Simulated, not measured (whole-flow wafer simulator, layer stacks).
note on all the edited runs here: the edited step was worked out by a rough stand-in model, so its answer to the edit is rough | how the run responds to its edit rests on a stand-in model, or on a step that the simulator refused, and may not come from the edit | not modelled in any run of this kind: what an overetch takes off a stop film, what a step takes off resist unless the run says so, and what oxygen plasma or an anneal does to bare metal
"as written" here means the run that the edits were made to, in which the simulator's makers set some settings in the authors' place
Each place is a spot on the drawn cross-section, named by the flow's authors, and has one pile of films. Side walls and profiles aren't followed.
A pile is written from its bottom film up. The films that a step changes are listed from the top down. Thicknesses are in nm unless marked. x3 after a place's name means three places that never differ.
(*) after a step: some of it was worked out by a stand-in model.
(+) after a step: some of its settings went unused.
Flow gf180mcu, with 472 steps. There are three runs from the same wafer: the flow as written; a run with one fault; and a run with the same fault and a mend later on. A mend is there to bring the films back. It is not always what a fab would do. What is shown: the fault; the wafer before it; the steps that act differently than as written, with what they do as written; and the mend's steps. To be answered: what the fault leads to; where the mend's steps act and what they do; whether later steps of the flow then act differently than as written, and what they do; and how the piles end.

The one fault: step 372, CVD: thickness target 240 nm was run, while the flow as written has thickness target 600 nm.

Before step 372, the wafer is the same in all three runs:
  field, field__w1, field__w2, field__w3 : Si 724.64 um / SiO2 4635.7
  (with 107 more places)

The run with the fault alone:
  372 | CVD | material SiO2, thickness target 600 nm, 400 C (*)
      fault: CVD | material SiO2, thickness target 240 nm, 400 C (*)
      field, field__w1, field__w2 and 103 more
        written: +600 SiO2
        fault: +240 SiO2
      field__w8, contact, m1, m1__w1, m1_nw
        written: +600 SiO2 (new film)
        fault: +240 SiO2 (new film)
  Later steps of the flow acting differently than as written (not shown: 10 more steps that differ only slightly, by at most 2% or 0.5 nm, whichever is larger):
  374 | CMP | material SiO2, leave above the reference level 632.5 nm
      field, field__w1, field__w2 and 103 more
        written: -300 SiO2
        fault: nothing
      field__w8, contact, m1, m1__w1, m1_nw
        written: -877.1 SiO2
        fault: -517.1 SiO2
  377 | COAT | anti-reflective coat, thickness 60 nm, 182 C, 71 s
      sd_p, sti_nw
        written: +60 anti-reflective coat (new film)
        fault: +72.4 anti-reflective coat (new film)
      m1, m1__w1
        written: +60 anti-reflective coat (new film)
        fault: +33.6 anti-reflective coat (new film)
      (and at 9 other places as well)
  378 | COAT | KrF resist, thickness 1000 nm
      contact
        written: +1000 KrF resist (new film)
        fault: +978.6 KrF resist (new film)
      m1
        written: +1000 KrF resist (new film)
        fault: +976.4 KrF resist (new film)
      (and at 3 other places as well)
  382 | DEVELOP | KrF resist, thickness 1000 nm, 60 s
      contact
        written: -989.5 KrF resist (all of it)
        fault: -968.2 KrF resist (all of it)
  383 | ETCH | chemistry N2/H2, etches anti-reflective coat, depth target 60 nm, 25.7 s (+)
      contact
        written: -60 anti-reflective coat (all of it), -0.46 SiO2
        fault: -30.9 anti-reflective coat (all of it), -1.21 SiO2
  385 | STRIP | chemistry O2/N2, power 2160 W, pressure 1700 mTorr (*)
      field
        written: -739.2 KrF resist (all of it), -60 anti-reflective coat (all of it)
        fault: -727.9 KrF resist (all of it), -84 anti-reflective coat (all of it)
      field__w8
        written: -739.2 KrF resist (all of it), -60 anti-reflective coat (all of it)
        fault: -732.7 KrF resist (all of it), -27.9 anti-reflective coat (all of it)
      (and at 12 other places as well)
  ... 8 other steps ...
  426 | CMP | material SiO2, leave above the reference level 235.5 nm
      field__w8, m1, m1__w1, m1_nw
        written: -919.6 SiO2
        fault: -977.4 SiO2
  At field__w8, contact, m1, m1__w1, m1_nw, the piles at the end differ from the flow's by more than 2% or 0.5 nm, whichever is larger.
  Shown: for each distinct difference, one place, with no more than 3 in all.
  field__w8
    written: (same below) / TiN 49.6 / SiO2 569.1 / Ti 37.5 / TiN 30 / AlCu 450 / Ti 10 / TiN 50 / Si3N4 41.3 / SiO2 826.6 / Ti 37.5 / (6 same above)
    fault: (same below) / TiN 49.6 / SiO2 566.9 / Ti 37.5 / TiN 30 / AlCu 450 / Ti 10 / TiN 50 / Si3N4 41.3 / SiO2 768.8 / Ti 37.5 / (6 same above)
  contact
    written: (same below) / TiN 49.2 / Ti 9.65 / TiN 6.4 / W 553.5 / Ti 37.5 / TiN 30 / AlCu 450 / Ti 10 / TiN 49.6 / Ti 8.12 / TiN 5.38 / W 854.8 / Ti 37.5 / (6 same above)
    fault: (same below) / TiN 49.2 / Ti 10 / TiN 6.64 / W 492.9 / Ti 37.5 / TiN 30 / AlCu 450 / Ti 10 / TiN 49.6 / Ti 8.12 / TiN 5.54 / W 854.6 / Ti 37.5 / (6 same above)

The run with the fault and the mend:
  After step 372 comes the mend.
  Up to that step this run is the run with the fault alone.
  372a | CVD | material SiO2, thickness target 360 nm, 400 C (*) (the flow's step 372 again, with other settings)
      field, field__w1, field__w2 and 108 more
        +360 SiO2
  Later steps of the flow that are run all act as written at every place that is followed.
  The piles end the same as the flow's at every place that both follow.
